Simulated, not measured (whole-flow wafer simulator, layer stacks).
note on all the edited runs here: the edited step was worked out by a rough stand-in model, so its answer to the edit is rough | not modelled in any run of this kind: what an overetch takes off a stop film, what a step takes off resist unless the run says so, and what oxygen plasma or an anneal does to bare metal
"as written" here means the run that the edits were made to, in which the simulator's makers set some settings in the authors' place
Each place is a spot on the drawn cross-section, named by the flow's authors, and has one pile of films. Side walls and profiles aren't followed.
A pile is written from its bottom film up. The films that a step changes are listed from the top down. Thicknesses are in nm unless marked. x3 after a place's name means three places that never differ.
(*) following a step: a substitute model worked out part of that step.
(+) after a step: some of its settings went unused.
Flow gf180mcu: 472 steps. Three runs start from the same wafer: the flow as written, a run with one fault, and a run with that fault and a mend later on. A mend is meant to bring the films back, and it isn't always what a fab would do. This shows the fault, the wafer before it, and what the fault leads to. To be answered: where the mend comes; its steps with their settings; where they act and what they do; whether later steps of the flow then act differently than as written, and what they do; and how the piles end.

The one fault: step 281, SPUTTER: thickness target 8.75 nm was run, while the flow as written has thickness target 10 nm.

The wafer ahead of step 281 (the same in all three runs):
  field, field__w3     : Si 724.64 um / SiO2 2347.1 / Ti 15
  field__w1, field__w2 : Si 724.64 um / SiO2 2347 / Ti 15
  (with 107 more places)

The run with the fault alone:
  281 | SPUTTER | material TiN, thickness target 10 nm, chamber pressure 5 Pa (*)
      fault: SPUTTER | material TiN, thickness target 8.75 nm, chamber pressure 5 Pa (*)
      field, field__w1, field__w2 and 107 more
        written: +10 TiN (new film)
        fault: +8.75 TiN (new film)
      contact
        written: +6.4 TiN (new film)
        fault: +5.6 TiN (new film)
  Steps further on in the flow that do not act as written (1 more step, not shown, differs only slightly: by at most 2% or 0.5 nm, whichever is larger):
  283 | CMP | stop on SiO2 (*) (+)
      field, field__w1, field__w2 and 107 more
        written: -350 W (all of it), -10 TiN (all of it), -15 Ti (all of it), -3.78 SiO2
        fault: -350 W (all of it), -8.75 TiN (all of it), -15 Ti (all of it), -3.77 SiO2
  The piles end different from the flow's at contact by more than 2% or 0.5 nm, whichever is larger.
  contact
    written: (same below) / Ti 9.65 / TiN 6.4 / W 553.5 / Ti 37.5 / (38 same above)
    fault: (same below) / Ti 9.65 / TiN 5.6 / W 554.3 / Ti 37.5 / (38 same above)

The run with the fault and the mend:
  The mend stands after step 281.
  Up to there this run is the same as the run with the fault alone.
  281a | SPUTTER | material TiN, thickness target 1.25 nm, chamber pressure 5 Pa (*) (the flow's step 281, run once more with other settings)
      field, field__w1, field__w2 and 107 more
        +1.25 TiN
      contact
        +0.8 TiN
  None of the later steps of the flow acts differently than as written at any place that is followed.
  By the end, the piles equal the flow's at every place that both follow.
